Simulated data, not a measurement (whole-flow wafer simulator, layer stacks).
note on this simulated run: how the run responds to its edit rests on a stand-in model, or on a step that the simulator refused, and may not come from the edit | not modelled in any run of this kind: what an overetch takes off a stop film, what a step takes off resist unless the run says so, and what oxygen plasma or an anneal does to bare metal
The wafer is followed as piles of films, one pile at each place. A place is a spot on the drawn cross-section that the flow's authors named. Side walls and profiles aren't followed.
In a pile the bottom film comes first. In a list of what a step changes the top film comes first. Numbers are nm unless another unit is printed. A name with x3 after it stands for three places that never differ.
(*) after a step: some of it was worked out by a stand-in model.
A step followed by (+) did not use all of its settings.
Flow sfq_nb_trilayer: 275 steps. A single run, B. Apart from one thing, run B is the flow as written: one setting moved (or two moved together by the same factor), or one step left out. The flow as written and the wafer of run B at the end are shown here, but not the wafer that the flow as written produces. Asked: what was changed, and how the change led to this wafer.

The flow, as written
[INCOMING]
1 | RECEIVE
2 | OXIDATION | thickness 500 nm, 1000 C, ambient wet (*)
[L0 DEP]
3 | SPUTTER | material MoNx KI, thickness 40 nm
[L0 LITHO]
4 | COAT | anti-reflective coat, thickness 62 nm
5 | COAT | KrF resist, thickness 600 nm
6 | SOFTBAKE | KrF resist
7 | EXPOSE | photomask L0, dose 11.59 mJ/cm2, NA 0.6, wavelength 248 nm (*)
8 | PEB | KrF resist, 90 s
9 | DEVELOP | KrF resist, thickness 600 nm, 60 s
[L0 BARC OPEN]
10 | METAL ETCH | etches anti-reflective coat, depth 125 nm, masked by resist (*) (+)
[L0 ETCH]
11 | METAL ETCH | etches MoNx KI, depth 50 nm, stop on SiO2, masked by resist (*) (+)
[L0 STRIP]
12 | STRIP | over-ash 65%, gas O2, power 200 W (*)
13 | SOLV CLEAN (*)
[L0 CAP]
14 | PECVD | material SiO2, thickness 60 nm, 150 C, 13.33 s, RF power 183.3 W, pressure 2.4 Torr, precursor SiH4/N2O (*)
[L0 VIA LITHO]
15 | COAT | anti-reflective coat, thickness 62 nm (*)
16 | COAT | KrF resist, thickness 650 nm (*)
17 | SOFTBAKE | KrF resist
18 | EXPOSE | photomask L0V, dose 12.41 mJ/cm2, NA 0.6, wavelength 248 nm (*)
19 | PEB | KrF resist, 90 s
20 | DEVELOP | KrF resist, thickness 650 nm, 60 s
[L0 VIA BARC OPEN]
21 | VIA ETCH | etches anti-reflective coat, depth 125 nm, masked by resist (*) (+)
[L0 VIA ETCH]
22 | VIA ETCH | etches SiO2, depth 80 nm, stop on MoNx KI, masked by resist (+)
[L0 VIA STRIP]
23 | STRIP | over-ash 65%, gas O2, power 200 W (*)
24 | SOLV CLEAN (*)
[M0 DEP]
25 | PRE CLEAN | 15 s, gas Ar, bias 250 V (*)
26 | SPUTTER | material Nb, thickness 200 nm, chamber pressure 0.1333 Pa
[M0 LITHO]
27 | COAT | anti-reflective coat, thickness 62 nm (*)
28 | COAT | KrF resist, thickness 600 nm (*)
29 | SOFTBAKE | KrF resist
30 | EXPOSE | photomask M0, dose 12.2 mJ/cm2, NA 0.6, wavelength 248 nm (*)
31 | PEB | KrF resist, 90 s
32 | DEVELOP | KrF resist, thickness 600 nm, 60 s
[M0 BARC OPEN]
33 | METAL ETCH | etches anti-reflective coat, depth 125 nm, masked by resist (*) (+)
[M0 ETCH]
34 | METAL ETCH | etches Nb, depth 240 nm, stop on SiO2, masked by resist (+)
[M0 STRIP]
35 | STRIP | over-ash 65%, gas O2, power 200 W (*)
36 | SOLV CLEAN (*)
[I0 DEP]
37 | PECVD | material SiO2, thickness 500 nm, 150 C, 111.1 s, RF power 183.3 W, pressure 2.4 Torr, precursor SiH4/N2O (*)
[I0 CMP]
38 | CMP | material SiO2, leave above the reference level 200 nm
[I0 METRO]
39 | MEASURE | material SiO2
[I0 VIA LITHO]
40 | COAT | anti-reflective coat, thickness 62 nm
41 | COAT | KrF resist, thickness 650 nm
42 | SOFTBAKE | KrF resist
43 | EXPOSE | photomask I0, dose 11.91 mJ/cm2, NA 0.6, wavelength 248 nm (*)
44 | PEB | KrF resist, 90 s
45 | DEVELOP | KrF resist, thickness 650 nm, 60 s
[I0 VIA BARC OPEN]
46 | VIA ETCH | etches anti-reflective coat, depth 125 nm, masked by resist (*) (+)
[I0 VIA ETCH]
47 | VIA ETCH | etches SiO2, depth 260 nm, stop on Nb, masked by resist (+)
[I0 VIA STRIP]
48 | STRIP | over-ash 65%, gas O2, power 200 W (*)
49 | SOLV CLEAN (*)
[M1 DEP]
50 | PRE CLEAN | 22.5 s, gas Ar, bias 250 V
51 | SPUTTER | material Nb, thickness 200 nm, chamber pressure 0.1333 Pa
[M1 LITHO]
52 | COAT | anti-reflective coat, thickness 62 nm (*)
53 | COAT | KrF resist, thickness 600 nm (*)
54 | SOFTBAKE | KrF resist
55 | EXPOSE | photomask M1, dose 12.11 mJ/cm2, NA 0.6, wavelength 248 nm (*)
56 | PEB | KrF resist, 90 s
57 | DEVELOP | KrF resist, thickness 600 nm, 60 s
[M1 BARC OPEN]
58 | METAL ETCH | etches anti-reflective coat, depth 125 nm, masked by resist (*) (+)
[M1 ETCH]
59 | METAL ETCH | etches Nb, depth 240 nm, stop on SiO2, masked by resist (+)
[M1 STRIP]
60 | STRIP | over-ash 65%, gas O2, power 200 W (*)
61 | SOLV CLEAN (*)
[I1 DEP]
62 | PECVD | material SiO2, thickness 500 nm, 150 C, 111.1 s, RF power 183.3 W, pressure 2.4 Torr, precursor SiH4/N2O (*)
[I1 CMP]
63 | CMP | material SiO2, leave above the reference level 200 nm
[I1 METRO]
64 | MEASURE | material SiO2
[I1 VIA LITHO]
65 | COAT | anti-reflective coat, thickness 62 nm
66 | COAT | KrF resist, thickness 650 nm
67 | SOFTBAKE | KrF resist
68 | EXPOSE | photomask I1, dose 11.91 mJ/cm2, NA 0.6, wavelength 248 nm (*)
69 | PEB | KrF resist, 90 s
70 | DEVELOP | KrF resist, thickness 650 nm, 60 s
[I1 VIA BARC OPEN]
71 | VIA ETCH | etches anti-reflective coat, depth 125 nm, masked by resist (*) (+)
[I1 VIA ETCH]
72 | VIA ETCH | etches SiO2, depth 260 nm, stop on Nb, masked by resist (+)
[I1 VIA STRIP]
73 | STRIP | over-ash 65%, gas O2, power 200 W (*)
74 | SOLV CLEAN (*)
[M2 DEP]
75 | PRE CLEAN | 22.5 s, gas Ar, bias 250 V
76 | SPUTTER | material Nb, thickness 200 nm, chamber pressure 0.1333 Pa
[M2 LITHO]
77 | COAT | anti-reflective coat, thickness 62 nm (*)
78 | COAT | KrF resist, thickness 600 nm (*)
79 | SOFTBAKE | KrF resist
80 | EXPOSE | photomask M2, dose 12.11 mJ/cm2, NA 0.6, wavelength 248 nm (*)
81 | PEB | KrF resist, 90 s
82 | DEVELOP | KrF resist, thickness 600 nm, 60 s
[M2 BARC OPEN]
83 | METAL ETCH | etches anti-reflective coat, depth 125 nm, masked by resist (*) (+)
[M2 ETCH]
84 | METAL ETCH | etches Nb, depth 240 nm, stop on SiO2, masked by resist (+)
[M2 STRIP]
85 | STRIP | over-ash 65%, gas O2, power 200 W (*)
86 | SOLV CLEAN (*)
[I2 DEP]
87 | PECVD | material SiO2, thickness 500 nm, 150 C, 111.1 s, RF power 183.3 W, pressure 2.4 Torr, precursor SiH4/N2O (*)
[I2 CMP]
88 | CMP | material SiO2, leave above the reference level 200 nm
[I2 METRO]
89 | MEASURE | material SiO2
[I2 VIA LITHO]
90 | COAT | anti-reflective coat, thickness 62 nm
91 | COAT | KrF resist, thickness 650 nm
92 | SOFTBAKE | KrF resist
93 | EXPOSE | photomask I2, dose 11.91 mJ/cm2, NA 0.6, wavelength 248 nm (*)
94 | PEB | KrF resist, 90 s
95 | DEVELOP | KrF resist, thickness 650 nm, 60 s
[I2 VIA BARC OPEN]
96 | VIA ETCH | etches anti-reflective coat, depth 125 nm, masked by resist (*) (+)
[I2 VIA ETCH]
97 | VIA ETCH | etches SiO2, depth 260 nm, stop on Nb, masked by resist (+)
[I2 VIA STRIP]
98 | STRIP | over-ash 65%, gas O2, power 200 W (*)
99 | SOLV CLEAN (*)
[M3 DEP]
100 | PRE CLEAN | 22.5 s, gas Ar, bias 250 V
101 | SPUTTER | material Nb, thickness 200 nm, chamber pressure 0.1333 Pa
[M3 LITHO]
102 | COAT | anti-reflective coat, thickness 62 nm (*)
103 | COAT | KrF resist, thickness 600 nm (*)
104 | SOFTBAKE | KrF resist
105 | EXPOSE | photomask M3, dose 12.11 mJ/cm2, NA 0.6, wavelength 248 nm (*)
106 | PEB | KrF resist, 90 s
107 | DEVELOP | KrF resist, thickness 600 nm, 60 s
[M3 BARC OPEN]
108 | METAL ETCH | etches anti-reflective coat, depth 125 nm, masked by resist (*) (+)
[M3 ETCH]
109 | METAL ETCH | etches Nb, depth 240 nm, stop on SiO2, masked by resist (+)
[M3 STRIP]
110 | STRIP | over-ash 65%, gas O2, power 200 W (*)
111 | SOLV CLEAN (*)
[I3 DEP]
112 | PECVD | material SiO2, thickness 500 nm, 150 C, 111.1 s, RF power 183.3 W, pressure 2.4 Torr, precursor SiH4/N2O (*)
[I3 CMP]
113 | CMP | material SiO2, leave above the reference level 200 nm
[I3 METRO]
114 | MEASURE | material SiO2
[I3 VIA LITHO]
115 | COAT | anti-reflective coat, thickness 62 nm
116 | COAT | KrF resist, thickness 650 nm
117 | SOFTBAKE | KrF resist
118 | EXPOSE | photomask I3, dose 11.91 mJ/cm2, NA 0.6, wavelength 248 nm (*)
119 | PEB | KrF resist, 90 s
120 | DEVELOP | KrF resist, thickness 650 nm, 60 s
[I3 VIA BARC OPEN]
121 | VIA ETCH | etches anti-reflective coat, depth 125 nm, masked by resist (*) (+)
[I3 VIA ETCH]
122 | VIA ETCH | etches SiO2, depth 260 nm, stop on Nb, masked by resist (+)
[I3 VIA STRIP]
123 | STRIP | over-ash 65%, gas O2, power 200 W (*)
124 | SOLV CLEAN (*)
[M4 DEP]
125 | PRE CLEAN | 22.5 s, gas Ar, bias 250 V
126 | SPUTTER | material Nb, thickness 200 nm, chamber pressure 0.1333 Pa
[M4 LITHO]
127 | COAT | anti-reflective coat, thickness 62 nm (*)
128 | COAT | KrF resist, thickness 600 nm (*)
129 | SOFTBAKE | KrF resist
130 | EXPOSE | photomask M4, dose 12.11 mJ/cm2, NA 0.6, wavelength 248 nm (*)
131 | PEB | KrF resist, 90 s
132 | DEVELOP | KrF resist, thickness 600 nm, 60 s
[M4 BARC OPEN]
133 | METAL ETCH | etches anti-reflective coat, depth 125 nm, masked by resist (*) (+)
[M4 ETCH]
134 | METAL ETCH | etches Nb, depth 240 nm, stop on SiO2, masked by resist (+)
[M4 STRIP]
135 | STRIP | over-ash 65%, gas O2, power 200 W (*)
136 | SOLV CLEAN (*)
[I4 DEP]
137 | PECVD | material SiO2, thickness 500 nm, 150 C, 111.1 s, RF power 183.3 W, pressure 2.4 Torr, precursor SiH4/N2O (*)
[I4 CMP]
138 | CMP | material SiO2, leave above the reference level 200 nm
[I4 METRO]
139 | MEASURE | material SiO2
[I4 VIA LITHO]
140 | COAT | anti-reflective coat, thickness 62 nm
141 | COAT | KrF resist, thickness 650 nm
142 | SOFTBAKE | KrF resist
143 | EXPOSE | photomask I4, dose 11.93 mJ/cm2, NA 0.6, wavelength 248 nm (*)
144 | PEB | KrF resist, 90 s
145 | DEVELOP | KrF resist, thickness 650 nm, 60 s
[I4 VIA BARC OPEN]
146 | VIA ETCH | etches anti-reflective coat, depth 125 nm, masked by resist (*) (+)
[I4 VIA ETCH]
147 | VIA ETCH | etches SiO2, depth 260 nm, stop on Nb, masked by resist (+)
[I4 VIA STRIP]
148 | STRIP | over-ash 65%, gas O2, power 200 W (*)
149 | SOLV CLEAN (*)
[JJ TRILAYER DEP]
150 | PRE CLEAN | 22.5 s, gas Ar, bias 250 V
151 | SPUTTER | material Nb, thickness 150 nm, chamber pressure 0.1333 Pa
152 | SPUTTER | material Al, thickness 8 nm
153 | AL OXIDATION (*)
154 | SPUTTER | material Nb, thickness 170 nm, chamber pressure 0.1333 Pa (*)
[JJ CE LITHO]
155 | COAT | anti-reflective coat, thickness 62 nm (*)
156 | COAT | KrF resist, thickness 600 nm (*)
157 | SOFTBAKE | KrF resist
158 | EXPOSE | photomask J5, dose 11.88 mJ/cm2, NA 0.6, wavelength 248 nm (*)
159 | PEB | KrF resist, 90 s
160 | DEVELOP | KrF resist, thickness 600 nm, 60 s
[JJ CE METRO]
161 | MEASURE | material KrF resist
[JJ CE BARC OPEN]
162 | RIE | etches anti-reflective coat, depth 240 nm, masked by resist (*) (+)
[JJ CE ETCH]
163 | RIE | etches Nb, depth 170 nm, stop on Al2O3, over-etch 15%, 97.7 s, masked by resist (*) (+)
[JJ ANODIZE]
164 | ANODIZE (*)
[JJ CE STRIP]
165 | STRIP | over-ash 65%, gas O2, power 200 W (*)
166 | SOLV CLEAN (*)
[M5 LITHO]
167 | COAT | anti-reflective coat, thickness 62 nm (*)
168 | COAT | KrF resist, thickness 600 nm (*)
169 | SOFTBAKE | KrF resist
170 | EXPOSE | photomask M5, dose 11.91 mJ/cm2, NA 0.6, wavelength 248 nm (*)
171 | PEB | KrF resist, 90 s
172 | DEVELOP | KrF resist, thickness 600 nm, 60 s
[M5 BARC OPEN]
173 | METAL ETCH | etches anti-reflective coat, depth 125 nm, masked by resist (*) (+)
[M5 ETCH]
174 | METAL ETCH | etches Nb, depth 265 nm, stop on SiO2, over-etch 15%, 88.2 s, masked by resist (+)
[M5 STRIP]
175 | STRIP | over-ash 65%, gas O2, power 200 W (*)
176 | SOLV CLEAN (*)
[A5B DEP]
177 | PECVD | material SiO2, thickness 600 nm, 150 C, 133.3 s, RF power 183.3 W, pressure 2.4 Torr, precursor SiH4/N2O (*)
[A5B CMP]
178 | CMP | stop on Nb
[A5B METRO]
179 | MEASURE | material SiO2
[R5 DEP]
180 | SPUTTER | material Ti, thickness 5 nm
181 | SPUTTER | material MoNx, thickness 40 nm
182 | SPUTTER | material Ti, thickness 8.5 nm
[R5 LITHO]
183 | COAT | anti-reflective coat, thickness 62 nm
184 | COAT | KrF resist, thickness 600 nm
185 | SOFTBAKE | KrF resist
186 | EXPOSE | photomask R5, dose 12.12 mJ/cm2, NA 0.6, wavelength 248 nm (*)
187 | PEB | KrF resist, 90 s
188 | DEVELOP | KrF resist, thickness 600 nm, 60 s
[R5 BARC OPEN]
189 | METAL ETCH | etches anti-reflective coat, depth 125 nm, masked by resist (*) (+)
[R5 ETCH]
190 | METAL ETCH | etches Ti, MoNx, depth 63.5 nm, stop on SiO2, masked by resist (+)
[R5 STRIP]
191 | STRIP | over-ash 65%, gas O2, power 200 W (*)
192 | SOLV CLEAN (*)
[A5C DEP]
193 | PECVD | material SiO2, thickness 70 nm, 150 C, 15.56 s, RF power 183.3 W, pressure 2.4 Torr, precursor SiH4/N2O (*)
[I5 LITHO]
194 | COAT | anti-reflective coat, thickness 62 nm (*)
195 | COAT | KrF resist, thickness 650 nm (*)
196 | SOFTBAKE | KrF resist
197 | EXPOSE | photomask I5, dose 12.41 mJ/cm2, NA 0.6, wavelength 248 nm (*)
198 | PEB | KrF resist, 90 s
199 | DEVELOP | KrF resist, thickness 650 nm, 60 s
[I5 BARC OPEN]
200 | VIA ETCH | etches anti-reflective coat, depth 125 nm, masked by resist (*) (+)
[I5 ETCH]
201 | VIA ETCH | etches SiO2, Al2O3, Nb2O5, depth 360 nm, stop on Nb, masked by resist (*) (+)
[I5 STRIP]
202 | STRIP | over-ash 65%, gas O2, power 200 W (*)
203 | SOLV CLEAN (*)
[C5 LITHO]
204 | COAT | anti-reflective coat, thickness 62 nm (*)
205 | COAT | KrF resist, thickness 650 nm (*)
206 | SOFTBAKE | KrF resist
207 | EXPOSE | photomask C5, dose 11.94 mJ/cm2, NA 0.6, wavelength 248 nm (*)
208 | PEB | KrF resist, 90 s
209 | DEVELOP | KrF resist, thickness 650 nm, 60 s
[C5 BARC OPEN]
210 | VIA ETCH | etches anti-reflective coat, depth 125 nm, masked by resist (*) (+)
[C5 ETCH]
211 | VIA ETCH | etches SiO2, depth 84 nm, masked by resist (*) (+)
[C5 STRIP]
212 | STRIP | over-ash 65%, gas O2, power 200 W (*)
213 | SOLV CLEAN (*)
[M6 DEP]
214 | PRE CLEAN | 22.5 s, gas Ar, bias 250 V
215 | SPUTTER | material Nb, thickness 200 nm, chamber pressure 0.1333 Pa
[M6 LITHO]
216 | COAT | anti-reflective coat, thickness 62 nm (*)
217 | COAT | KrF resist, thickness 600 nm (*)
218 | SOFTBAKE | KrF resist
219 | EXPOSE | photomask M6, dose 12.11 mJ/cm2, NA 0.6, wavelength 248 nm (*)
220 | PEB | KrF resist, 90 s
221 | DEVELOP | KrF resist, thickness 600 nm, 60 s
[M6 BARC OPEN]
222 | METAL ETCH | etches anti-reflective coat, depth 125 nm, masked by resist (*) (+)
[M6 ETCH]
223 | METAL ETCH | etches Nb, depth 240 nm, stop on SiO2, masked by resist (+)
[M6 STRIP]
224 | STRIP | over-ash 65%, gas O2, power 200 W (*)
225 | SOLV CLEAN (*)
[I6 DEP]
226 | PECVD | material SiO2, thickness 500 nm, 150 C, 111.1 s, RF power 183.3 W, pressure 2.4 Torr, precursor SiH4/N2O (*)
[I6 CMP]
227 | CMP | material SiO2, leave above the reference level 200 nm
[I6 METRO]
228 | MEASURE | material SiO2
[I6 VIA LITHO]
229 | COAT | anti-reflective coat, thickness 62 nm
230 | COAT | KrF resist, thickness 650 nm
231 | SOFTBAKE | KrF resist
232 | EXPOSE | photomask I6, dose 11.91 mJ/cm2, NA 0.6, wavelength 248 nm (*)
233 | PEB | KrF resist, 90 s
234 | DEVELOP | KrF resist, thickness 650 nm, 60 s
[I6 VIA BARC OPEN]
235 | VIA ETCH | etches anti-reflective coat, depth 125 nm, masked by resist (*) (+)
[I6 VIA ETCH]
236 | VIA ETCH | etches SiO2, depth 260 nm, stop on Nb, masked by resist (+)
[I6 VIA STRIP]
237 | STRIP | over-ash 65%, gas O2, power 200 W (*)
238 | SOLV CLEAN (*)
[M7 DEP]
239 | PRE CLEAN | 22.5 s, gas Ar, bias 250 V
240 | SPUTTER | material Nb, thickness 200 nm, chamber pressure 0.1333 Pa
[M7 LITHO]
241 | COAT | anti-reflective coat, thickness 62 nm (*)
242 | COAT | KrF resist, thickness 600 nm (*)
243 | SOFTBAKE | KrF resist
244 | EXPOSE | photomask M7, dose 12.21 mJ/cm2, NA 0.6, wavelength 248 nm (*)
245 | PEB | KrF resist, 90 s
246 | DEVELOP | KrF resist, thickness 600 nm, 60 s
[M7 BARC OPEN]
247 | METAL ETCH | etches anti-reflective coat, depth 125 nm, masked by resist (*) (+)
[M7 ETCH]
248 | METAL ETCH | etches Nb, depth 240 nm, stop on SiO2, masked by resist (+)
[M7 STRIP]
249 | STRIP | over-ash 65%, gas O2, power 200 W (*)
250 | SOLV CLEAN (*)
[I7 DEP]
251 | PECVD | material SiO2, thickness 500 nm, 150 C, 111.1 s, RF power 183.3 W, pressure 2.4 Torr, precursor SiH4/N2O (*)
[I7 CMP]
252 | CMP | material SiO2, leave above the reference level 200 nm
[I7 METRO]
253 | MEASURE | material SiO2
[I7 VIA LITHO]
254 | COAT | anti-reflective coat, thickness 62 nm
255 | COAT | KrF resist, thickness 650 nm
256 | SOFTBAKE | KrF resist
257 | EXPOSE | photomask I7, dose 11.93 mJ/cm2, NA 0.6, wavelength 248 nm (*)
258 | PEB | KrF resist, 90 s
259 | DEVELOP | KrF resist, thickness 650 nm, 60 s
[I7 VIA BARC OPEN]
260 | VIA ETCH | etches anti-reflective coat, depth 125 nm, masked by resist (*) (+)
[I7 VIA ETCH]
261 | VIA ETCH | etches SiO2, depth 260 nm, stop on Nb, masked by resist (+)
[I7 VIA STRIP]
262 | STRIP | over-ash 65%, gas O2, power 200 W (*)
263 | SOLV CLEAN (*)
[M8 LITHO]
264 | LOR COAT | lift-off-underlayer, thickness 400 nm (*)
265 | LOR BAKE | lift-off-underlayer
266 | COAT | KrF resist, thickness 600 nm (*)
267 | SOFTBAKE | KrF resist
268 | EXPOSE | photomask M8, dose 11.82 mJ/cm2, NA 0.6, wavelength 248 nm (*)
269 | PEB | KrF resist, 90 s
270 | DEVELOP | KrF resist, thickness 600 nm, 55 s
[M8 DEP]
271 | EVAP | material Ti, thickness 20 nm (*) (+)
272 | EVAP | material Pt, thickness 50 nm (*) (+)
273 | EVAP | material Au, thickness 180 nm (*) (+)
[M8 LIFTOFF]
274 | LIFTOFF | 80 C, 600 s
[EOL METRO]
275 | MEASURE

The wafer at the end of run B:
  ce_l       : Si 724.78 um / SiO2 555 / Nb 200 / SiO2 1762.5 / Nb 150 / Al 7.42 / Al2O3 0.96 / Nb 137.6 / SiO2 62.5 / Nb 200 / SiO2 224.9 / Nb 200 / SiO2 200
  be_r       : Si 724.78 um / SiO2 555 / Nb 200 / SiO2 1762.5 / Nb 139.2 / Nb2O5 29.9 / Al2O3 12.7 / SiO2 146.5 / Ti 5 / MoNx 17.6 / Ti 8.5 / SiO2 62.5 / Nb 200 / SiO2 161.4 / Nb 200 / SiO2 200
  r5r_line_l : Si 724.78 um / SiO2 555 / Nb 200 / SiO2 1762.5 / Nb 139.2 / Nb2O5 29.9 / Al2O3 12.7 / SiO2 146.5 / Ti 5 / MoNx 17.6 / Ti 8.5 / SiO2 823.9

What caused this: step 181, SPUTTER: thickness 17.6 nm was run, whereas the flow has thickness 40 nm.
The wafer lets one read it off: be_r has MoNx 17.6, and step 181 as written asks for 40 nm.

Step by step, how the change led to this:
  181 | SPUTTER | material MoNx, thickness 40 nm
      field_l, v_sur, via_wl and 103 more: MoNx gains 17.6 (new film) (as written it would have been: MoNx gains 40 (new film))
  190 | METAL ETCH | etches Ti, MoNx, depth 63.5 nm, stop on SiO2, masked by resist (+)
      field_l, v_sur, via_wl and 92 more: Ti loses 8.5 (all of it), MoNx loses 17.6 (all of it), Ti loses 5 (all of it) (as written it would have been: Ti loses 8.5 (all of it), MoNx loses 40 (all of it), Ti loses 5 (all of it))
      ce_l, c5j, ce_r, wl_jj: Ti loses 8.5 (all of it), MoNx loses 17.6 (all of it), Ti loses 5 (all of it), Nb loses 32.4 (as written it would have been: Ti loses 8.5 (all of it), MoNx loses 40 (all of it), Ti loses 5 (all of it), Nb loses 10)
  194 | COAT | anti-reflective coat, thickness 62 nm (*)
      wl_j_sl, wl_j_sr: anti-reflective coat gains 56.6 (new film) (as written it would have been: anti-reflective coat gains 60.2 (new film))
      r5r_spacepad_l, r5r_spacepad_r: anti-reflective coat gains 74.8 (new film) (as written it would have been: anti-reflective coat gains 84.4 (new film))
      (as well as at 15 more places)
  202 | STRIP | over-ash 65%, gas O2, power 200 W (*)
      wl_j_sl, wl_j_sr: KrF resist loses 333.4 (all of it), anti-reflective coat loses 56.6 (all of it) (as written it would have been: KrF resist loses 333.3 (all of it), anti-reflective coat loses 60.2 (all of it))
      r5r_spacepad_l, r5r_spacepad_r: KrF resist loses 334.8 (all of it), anti-reflective coat loses 74.8 (all of it) (as written it would have been: KrF resist loses 335.6 (all of it), anti-reflective coat loses 84.4 (all of it))
      (as well as at 15 more places)
  204 | COAT | anti-reflective coat, thickness 62 nm (*)
      wl_j_sl, wl_j_sr: anti-reflective coat gains 56.6 (new film) (as written it would have been: anti-reflective coat gains 60.2 (new film))
      r5r_spacepad_l, r5r_spacepad_r: anti-reflective coat gains 74.8 (new film) (as written it would have been: anti-reflective coat gains 84.4 (new film))
      (as well as at 15 more places)
  210 | VIA ETCH | etches anti-reflective coat, depth 125 nm, masked by resist (*) (+)
      field_l, v_sur, via_wl and 101 more: KrF resist loses 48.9 (as written it would have been: KrF resist loses 47.4)
      c5j: anti-reflective coat loses 70 (all of it), SiO2 loses 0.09 (as written it would have been: anti-reflective coat loses 63.9 (all of it), SiO2 loses 0.11)
      (as well as at 1 more place)
  212 | STRIP | over-ash 65%, gas O2, power 200 W (*)
      wl_j_sl, wl_j_sr: KrF resist loses 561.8 (all of it), anti-reflective coat loses 56.6 (all of it) (as written it would have been: KrF resist loses 563.4 (all of it), anti-reflective coat loses 60.2 (all of it))
      r5r_spacepad_l, r5r_spacepad_r: KrF resist loses 563.2 (all of it), anti-reflective coat loses 74.8 (all of it) (as written it would have been: KrF resist loses 565.8 (all of it), anti-reflective coat loses 84.4 (all of it))
      (as well as at 13 more places)
  216 | COAT | anti-reflective coat, thickness 62 nm (*)
      r5r_line_l, r5r_line_c, r5r_line_r: anti-reflective coat gains 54 (new film) (as written it would have been: anti-reflective coat gains 50 (new film))
      wl_j_sl, wl_j_sr: anti-reflective coat gains 56.8 (new film) (as written it would have been: anti-reflective coat gains 60.2 (new film))
      (as well as at 14 more places)
  222 | METAL ETCH | etches anti-reflective coat, depth 125 nm, masked by resist (*) (+)
      r5r_line_l, r5r_line_c, r5r_line_r: anti-reflective coat loses 54 (all of it) (as written it would have been: anti-reflective coat loses 50 (all of it))
      r5r_spacepad_l, r5r_spacepad_r: anti-reflective coat loses 75.1 (all of it) (as written it would have been: anti-reflective coat loses 85.7 (all of it))
      (as well as at 2 more places)
  224 | STRIP | over-ash 65%, gas O2, power 200 W (*)
      wl_j_sl, wl_j_sr: KrF resist loses 382.3 (all of it), anti-reflective coat loses 56.8 (all of it) (as written it would have been: KrF resist loses 382.5 (all of it), anti-reflective coat loses 60.2 (all of it))
      jj_sur: KrF resist loses 377 (all of it), anti-reflective coat loses 52.2 (all of it) (as written it would have been: KrF resist loses 378.5 (all of it), anti-reflective coat loses 56.1 (all of it))
      (as well as at 9 more places)
  226 | PECVD | material SiO2, thickness 500 nm, 150 C, 111.1 s, RF power 183.3 W, pressure 2.4 Torr, precursor SiH4/N2O (*)
      r5r_spacepad_l, r5r_spacepad_r: SiO2 gains 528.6 (as written it would have been: SiO2 gains 553.5)
  227 | CMP | material SiO2, leave above the reference level 200 nm
      ce_l, ce_r, wl_jj: SiO2 loses 267.6 (as written it would have been: SiO2 loses 290)
      be_r, r_sur, r_end: SiO2 loses 331.1 (as written it would have been: SiO2 loses 353.5)
      (as well as at 7 more places)
